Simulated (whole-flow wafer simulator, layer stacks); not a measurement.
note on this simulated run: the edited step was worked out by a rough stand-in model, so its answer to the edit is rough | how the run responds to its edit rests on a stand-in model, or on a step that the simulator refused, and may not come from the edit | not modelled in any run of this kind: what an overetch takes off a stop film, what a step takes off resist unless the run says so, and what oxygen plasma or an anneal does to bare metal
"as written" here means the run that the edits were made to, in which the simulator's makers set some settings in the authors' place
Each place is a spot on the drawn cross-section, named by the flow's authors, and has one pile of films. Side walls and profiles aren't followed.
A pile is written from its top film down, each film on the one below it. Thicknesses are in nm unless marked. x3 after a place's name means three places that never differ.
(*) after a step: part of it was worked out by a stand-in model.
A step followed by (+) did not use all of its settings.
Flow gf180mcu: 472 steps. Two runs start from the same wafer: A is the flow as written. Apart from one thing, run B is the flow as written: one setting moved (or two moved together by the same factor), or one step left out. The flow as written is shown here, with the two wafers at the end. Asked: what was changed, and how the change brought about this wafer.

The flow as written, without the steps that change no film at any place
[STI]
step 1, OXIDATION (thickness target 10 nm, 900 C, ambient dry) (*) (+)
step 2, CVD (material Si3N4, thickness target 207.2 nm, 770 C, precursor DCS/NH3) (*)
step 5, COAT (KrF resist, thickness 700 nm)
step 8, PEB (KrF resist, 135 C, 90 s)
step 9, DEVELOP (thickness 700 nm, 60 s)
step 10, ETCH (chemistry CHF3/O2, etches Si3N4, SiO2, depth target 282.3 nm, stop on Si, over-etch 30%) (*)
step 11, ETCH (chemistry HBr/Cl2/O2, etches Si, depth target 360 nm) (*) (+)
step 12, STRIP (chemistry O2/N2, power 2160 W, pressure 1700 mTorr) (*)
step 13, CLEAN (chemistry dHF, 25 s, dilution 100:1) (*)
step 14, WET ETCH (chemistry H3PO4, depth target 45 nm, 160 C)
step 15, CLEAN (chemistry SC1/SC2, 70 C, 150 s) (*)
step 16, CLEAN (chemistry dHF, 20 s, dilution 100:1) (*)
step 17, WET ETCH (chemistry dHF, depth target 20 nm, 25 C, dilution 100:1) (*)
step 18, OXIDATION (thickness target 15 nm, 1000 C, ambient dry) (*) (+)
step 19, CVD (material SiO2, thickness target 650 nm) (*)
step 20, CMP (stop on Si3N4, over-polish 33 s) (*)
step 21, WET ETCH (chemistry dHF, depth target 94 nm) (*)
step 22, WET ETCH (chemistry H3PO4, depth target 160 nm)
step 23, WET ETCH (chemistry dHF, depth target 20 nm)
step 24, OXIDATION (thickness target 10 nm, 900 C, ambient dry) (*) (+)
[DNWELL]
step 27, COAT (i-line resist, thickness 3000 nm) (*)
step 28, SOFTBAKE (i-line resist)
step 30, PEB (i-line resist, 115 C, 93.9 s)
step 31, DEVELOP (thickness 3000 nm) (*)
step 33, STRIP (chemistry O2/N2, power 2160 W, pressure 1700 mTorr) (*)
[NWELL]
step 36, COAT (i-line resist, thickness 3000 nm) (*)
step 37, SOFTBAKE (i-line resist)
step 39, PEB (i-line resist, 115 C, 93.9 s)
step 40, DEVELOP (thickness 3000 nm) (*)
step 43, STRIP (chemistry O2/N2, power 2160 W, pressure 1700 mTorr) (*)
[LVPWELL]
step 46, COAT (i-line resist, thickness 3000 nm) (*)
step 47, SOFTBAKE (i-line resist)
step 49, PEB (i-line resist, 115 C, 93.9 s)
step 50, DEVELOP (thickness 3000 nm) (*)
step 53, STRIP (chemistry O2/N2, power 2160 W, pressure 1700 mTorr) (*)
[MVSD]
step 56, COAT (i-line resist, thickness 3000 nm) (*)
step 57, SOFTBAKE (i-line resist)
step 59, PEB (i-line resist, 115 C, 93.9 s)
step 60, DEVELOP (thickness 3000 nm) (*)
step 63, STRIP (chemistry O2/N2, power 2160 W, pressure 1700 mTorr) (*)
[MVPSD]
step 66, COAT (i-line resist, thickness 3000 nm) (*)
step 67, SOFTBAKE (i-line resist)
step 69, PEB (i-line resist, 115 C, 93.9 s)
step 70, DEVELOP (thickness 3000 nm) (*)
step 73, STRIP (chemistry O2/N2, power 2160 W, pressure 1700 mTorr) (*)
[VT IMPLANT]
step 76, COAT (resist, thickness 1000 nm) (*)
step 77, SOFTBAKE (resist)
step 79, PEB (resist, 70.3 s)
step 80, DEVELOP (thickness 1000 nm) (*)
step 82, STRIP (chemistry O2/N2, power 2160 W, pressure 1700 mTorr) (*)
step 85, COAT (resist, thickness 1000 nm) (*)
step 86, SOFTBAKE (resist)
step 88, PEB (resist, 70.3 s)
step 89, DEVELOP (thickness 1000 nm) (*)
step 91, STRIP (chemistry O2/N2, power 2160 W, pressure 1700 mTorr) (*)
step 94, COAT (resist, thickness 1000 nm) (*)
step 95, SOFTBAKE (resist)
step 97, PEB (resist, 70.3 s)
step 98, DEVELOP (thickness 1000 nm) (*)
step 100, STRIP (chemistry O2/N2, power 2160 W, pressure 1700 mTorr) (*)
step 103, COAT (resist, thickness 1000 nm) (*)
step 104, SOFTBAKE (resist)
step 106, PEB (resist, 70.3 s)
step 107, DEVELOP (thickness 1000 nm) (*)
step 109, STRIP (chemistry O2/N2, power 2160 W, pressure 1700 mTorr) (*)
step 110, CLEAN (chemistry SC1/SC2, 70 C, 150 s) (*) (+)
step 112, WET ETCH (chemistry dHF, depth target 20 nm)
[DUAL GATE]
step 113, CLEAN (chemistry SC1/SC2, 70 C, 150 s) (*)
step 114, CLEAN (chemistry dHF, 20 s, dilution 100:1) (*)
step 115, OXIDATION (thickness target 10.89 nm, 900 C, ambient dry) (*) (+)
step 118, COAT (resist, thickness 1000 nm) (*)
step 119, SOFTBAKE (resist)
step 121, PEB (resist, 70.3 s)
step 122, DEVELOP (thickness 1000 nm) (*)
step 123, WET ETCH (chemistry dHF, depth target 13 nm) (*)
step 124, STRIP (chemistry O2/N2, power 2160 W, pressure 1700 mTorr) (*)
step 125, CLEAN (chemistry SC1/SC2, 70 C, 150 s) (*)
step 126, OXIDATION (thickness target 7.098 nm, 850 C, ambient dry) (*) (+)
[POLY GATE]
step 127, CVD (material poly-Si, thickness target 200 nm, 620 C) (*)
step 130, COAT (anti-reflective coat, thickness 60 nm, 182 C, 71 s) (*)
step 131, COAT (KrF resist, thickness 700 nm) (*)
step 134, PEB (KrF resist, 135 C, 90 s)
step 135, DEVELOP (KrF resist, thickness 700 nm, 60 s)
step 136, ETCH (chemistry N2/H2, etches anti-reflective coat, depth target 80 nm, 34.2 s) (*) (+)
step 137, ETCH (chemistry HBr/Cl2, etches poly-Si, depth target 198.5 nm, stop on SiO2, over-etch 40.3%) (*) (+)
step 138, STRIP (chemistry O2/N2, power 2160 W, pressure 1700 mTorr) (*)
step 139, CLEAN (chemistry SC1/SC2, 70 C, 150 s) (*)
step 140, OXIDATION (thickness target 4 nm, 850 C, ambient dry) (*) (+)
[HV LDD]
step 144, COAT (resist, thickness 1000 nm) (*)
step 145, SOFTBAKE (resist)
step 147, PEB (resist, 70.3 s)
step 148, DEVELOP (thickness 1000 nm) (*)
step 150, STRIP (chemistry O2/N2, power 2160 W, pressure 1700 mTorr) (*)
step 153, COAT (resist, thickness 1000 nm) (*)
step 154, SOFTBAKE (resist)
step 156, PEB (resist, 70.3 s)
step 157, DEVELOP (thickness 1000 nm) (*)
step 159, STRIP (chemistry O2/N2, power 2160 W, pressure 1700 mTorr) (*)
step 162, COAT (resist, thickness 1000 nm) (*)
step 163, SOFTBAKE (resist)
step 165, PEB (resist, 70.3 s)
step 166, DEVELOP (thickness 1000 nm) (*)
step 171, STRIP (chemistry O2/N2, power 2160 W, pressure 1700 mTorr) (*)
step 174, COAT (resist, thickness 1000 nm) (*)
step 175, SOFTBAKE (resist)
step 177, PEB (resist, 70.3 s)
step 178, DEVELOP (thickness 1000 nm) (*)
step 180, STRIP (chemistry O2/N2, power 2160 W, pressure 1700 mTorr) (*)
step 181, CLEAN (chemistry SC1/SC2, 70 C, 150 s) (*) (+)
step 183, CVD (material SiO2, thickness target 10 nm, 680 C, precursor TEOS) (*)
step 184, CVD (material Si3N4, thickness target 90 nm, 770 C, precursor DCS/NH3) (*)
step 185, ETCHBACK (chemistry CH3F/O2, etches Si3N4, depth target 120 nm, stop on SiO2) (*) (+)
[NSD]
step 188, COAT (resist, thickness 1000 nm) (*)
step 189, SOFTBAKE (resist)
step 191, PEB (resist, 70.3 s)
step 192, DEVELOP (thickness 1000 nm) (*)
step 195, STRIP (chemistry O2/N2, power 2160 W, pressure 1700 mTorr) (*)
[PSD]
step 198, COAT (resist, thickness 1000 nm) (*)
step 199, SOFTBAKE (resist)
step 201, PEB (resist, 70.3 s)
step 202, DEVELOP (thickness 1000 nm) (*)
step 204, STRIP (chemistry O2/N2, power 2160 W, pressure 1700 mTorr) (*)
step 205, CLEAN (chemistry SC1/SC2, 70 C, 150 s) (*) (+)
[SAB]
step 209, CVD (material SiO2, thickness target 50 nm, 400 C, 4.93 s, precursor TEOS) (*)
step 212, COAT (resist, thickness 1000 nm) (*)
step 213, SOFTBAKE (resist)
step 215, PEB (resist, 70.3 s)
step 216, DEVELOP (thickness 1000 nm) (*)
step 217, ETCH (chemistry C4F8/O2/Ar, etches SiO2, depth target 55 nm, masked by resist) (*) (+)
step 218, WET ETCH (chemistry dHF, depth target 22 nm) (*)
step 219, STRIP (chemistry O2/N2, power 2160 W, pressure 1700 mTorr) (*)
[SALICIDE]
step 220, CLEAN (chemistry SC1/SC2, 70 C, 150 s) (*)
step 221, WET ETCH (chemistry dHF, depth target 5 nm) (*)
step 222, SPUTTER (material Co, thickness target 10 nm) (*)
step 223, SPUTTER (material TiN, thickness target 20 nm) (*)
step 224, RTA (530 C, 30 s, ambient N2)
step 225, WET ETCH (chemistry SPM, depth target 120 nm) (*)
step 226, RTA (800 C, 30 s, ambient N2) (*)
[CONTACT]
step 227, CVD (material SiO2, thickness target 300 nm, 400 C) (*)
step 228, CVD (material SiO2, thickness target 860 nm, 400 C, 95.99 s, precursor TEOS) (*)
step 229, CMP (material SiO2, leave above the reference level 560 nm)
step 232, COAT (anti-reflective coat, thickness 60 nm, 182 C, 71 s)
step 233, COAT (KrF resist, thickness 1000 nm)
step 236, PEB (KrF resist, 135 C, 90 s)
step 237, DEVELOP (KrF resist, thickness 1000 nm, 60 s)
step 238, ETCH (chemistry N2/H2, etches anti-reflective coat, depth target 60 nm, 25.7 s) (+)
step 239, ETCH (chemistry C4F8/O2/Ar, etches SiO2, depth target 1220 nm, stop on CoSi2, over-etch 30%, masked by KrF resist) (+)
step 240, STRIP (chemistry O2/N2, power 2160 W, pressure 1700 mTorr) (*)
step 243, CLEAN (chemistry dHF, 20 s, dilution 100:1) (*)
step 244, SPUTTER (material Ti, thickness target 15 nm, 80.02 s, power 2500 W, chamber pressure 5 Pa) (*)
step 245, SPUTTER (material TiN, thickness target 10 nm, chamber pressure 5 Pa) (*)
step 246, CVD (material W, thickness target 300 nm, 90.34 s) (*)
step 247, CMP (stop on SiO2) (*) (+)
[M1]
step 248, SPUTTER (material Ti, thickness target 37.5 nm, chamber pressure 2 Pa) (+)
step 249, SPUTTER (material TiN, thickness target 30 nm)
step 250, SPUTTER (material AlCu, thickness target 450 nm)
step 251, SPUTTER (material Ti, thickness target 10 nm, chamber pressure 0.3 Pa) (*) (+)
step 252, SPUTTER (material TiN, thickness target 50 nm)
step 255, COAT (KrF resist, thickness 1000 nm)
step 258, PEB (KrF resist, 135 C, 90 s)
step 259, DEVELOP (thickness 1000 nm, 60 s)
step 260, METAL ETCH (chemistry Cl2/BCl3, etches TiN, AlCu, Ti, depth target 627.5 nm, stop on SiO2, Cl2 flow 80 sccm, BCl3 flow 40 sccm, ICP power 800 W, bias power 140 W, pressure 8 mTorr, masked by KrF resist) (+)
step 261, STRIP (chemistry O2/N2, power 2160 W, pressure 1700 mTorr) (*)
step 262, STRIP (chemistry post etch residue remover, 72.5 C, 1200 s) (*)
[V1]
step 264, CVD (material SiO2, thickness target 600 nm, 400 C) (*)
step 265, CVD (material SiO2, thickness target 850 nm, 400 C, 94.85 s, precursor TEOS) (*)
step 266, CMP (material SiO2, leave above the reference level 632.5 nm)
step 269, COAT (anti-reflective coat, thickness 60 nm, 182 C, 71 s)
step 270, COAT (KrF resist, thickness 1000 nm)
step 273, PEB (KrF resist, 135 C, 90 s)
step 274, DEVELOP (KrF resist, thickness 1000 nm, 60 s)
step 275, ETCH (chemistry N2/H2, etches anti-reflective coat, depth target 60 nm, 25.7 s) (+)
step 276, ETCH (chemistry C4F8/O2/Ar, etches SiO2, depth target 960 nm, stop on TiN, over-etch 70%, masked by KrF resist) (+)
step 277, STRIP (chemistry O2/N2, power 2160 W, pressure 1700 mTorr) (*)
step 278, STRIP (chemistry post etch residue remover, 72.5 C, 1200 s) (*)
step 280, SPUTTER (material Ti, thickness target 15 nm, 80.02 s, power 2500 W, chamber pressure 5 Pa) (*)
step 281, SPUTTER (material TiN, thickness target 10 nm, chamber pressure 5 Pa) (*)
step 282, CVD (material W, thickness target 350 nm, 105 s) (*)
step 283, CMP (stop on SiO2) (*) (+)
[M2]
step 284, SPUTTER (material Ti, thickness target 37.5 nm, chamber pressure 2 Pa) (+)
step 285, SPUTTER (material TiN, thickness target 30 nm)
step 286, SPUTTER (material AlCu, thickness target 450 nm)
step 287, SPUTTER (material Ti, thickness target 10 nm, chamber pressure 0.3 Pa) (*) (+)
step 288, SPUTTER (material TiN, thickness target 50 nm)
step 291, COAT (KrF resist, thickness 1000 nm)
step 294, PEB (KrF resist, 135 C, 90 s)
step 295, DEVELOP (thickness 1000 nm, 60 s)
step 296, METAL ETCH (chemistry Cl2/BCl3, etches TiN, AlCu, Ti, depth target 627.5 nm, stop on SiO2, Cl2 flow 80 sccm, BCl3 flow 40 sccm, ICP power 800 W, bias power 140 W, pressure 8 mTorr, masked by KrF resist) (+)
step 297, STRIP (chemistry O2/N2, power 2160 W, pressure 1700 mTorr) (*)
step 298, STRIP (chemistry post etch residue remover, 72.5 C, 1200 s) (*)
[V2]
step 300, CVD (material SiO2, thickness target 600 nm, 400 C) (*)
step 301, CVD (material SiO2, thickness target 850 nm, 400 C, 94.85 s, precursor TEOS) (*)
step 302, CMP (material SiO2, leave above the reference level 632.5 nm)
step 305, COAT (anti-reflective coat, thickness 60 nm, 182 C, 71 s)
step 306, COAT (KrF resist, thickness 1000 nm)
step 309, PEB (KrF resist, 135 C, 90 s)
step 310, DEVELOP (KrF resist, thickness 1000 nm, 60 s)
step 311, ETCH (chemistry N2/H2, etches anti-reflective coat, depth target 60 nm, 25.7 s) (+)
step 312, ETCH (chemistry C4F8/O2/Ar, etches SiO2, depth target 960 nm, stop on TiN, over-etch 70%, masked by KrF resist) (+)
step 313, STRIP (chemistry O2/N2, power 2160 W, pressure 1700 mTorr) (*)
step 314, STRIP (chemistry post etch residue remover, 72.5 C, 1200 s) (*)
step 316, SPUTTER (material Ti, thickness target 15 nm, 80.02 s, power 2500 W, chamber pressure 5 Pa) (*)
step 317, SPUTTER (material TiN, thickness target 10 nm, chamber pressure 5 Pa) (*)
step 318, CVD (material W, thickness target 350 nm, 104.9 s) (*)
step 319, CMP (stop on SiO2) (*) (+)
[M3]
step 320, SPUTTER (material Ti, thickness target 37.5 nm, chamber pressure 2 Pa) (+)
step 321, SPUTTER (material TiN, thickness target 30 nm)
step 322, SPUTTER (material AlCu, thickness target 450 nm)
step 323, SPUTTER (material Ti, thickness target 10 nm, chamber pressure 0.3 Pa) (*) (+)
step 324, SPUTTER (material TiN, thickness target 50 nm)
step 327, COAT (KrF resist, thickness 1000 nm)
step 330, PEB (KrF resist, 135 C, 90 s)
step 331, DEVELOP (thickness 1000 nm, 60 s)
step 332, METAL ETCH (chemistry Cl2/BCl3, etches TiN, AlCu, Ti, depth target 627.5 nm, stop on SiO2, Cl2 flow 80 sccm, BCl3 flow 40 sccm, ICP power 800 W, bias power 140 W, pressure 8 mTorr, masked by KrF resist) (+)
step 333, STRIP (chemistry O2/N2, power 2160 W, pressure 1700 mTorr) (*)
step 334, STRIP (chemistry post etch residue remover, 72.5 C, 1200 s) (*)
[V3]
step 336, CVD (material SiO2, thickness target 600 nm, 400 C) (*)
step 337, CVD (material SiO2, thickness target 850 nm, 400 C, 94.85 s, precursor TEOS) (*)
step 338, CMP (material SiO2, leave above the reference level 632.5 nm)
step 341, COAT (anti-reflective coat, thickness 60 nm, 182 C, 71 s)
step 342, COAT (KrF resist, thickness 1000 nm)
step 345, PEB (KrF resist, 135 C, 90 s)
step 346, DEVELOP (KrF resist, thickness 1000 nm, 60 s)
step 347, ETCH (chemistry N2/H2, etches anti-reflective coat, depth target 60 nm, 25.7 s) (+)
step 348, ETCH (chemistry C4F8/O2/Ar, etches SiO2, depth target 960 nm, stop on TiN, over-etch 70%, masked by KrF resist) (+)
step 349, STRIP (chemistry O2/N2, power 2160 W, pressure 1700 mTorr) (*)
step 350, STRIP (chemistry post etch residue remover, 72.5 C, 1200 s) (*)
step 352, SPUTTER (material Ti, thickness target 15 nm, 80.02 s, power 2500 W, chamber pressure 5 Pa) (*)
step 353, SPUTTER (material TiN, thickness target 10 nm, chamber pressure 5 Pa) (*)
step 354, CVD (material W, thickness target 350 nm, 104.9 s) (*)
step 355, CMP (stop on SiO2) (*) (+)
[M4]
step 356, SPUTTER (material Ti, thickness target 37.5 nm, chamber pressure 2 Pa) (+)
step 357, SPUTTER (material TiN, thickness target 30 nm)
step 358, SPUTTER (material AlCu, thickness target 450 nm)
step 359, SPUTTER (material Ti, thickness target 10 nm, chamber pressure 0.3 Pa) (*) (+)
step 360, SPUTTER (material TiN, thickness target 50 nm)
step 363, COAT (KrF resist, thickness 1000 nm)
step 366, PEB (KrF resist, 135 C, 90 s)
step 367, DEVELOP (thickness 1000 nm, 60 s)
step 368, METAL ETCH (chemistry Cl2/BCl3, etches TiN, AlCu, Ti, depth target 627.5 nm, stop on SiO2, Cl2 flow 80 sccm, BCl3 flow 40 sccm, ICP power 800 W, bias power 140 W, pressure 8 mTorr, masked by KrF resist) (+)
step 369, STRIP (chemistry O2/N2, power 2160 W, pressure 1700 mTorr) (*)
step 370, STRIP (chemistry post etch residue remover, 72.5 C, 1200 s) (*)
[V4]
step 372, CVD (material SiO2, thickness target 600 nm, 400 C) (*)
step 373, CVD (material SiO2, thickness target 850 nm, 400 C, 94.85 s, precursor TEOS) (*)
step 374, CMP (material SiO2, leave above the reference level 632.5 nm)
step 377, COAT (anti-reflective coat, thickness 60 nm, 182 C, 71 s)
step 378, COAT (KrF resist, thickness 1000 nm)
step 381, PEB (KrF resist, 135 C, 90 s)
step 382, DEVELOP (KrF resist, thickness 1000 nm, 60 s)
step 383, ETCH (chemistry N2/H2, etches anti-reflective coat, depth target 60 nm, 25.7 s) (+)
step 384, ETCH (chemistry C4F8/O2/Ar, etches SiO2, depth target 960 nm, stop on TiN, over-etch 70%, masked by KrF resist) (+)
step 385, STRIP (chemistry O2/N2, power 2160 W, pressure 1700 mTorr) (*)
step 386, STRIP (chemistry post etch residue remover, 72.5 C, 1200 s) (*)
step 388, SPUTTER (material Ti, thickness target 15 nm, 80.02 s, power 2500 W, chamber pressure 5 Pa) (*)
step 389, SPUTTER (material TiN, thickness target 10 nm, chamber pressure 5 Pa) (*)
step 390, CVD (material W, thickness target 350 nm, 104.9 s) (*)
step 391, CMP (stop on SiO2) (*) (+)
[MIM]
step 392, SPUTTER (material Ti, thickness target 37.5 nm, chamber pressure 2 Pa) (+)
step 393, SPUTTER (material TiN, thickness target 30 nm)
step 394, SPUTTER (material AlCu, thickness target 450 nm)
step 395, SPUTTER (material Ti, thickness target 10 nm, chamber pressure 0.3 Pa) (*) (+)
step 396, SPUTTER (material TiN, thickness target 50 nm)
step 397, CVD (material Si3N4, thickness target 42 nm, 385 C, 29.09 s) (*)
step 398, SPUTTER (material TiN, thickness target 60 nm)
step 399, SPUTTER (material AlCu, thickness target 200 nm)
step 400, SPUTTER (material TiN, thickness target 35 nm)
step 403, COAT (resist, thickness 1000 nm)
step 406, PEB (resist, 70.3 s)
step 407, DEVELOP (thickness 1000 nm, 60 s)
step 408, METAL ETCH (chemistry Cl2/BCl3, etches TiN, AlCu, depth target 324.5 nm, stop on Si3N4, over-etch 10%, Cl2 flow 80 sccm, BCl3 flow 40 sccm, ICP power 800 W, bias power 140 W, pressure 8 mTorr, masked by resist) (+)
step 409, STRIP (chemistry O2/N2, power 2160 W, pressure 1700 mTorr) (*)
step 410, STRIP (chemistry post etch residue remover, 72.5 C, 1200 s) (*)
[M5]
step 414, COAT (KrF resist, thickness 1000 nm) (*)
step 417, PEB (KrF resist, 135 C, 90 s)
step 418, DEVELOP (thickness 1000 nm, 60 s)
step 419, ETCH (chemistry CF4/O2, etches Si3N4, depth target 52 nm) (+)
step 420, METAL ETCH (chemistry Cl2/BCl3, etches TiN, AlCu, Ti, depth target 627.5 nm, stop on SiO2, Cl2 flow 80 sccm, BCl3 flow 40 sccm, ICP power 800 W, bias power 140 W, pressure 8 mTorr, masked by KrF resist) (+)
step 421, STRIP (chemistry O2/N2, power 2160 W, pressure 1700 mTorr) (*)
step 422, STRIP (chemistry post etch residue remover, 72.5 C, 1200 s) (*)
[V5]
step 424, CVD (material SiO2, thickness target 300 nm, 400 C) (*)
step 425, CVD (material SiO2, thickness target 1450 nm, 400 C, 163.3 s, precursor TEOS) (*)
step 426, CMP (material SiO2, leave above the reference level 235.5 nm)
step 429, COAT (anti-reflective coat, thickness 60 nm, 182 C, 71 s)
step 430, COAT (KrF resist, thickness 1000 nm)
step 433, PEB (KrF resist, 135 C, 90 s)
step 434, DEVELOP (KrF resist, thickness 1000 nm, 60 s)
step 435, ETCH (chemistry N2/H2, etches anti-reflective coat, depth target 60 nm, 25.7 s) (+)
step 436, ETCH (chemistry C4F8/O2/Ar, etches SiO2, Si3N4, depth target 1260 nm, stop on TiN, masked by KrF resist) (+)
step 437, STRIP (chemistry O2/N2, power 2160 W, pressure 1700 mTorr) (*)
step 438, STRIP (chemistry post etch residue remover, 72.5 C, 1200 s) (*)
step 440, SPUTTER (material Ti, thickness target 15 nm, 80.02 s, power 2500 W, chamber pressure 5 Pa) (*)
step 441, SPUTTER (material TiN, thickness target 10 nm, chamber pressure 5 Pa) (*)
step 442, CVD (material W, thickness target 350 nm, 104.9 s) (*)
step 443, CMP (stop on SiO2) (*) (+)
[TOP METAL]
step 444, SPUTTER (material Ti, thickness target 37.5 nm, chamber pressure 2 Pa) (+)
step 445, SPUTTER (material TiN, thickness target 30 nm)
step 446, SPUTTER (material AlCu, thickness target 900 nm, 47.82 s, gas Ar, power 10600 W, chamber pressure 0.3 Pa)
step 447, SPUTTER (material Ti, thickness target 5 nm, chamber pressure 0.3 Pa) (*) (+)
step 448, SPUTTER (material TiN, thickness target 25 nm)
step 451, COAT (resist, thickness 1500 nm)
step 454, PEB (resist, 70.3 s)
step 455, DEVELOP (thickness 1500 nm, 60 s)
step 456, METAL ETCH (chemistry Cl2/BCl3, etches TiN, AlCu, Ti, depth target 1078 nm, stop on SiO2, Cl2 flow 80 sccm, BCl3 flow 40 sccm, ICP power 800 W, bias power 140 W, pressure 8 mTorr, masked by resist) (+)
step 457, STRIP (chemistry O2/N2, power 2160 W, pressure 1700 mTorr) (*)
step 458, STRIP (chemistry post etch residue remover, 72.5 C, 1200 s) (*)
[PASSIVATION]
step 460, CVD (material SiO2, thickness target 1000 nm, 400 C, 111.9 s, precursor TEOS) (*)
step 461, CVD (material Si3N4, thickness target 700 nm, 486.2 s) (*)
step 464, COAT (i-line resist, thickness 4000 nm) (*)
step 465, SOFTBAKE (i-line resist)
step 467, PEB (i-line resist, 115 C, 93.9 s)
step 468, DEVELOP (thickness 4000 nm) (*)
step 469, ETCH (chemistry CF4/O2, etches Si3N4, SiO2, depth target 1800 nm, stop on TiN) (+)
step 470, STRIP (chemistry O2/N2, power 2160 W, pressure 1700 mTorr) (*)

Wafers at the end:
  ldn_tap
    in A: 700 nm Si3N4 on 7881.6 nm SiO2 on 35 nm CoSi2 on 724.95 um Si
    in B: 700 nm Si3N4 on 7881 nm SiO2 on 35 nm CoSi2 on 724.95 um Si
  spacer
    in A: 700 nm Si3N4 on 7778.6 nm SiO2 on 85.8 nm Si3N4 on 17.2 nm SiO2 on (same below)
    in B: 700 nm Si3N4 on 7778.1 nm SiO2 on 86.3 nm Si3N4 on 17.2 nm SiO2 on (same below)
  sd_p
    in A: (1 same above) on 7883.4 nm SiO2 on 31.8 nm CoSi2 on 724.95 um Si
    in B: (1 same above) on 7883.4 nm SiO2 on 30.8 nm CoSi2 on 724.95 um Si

The reason: step 209, CVD: thickness target 68.5 nm was run, whereas the flow has thickness target 50 nm; step 209, CVD: 6.754 s was run, where the flow has 4.93 s.

The path from the change to this, step by step:
  step 209, CVD (material SiO2, thickness target 50 nm, 400 C, 4.93 s, precursor TEOS) (*)
      field, field__w7, field__w8 and 73 more: A +50 SiO2 | B +67.9 SiO2
      field_sub__w1, field_sub__w3, field_sub__w4, field_sub__w5, ld_drift_n, nplus_u: A +48.9 SiO2 | B +66.4 SiO2
      (and at 27 other places as well)
  step 217, ETCH (chemistry C4F8/O2/Ar, etches SiO2, depth target 55 nm, masked by resist) (*) (+)
      spacer: A -50 SiO2 (all of it), -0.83 Si3N4 | B -55 SiO2
  step 218, WET ETCH (chemistry dHF, depth target 22 nm) (*)
      ldn_tap, ldn_src, ldn_drn, ldp_tap, ldp_src, ldp_drn, ldp_gr: A -16 SiO2 (all of it) | B -33.3 SiO2
      spacer: A -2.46 Si3N4 | B -12.9 SiO2 (all of it), -2.81 Si3N4
      (and at 92 other places as well)
  step 219, STRIP (chemistry O2/N2, power 2160 W, pressure 1700 mTorr) (*)
      ldn_tap, ldn_src, ldn_drn, ldp_tap, ldp_src, ldp_drn, ldp_gr: A +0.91 chemical SiO2 (new film), -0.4 Si | B nothing
  step 220, CLEAN (chemistry SC1/SC2, 70 C, 150 s) (*)
      ldn_tap, ldp_src, ldp_drn, ldp_gr: A -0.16 chemical SiO2, -0.23 Si | B -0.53 SiO2 (all of it)
      ldn_src, ldn_drn, ldp_tap: A -0.16 chemical SiO2, -0.23 Si | B -0.52 SiO2 (all of it)
  step 221, WET ETCH (chemistry dHF, depth target 5 nm) (*)
      ldn_tap, ldn_src, ldn_drn, ldp_tap, ldp_src, ldp_drn, ldp_gr: A -0.76 chemical SiO2 (all of it) | B nothing
  step 223, SPUTTER (material TiN, thickness target 20 nm) (*)
      field__w12: A +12 TiN (new film) | B +12.7 TiN (new film)
      sd_p: A +17.9 TiN (new film) | B +17.3 TiN (new film)
      (and at 1 other place as well)
  step 224, RTA (530 C, 30 s, ambient N2)
      sd_p: A under 1 film: +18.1 CoSi (new film), -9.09 Co (all of it), -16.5 Si | B under 1 film: +17.5 CoSi (new film), -8.82 Co (all of it), -16 Si
  step 225, WET ETCH (chemistry SPM, depth target 120 nm) (*)
      field__w12: A -12 TiN (all of it), -6.15 Co (all of it) | B -12.7 TiN (all of it), -6.43 Co (all of it)
      sd_p: A -17.9 TiN (all of it) | B -17.3 TiN (all of it)
      (and at 1 other place as well)
  step 226, RTA (800 C, 30 s, ambient N2) (*)
      sd_p: A +31.8 CoSi2 (new film), -18.1 CoSi (all of it), -16.5 Si | B +30.8 CoSi2 (new film), -17.5 CoSi (all of it), -16 Si
  step 229, CMP (material SiO2, leave above the reference level 560 nm)
      ldn_sep__w1, ldn_sep__w2, ldn_dft and 8 more: A -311 SiO2 | B -318.8 SiO2
      sti, mim_1p0, pad, dice_street, iso_nw_fld, iso_fld_sub: A -296.8 SiO2 | B -304.6 SiO2
      (and at 43 other places as well)
